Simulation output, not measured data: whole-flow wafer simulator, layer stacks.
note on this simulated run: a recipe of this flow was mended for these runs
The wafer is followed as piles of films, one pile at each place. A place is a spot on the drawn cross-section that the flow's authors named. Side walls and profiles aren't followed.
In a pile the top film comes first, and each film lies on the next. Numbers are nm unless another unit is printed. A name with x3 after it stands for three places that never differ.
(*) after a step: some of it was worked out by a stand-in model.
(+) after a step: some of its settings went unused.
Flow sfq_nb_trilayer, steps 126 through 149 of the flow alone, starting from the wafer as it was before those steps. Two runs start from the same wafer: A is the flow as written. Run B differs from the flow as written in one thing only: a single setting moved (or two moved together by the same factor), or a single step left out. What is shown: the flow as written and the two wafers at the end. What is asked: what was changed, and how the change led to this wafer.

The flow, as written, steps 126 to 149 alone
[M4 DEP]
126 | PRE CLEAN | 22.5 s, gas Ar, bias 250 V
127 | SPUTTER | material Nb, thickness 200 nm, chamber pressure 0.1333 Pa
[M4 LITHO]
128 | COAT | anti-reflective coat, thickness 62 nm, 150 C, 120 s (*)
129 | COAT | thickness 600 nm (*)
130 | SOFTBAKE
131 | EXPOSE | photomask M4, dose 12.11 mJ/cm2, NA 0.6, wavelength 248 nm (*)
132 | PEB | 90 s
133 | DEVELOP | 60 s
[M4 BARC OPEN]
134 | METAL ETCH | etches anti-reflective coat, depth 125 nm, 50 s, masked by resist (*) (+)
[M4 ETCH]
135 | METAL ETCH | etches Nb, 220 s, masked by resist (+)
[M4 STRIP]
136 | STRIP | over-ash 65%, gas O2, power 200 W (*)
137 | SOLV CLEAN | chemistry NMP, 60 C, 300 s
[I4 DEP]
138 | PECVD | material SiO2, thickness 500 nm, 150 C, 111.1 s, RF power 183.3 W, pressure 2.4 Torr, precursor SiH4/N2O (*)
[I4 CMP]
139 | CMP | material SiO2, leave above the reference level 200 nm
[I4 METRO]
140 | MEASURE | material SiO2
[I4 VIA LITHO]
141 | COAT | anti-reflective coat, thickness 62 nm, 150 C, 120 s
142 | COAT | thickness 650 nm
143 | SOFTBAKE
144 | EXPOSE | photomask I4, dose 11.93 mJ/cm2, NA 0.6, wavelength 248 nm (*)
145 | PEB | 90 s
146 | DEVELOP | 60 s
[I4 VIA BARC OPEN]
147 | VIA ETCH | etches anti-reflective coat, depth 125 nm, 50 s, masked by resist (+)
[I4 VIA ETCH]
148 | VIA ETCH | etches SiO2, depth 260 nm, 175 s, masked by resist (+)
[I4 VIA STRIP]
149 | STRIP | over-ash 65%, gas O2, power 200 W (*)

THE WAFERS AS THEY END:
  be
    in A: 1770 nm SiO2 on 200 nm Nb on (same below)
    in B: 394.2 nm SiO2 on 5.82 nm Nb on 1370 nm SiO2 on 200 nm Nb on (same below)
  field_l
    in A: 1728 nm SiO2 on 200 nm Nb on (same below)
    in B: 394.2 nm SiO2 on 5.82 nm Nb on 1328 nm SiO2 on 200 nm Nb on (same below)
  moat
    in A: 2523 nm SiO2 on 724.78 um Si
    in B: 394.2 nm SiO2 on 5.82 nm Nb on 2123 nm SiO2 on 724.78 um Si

What caused this: step 135, METAL ETCH: 178 s was run, though the flow has 220 s.

The path from the change to this, step by step:
  135 | METAL ETCH | etches Nb, 220 s, masked by resist (+)
      field_l, be, be_sur and 64 more: A Nb loses 200 (all of it), SiO2 loses 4 | B Nb loses 194.2
      v_sur, via_wl, via_w and 36 more: A KrF-resist-other-grade loses 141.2 | B KrF-resist-other-grade loses 114.2
  136 | STRIP | over-ash 65%, gas O2, power 200 W (*)
      p4_fl x5, p4_w1 x9, wl_j_sl x15: A KrF-resist-other-grade loses 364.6 (all of it), anti-reflective coat loses 62 (all of it) | B KrF-resist-other-grade loses 391.6 (all of it), anti-reflective coat loses 62 (all of it)
      ln_m5, lsp_m: A KrF-resist-other-grade loses 364 (all of it), anti-reflective coat loses 62.3 (all of it) | B KrF-resist-other-grade loses 391 (all of it), anti-reflective coat loses 62.3 (all of it)
      (and at 8 other places as well)
  138 | PECVD | material SiO2, thickness 500 nm, 150 C, 111.1 s, RF power 183.3 W, pressure 2.4 Torr, precursor SiH4/N2O (*)
      field_l, be, be_sur and 55 more: A SiO2 gains 500 | B SiO2 gains 500 (new film)
      p3_s0 x6: A SiO2 gains 561.1 | B SiO2 gains 551.3 (new film)
      (and at 3 other places as well)
  139 | CMP | material SiO2, leave above the reference level 200 nm
      field_l, be, be_sur and 55 more: A SiO2 loses 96 | B SiO2 loses 105.8
      lsp_r, l0_sur, l0v: A SiO2 loses 87.7 | B SiO2 loses 98
If metal films that touch count as one body, be has 2 bodies (between them, from the top down: SiO2 1370); the flow as written gives 1 body.
If metal films that touch count as one body, field_l has 3 bodies (between them, from the top down: SiO2 1328; SiO2 55); the flow as written gives 2 bodies (between them, from the top down: SiO2 55).
If metal films that touch count as one body, moat has 1 body; the flow as written gives 0 bodies.
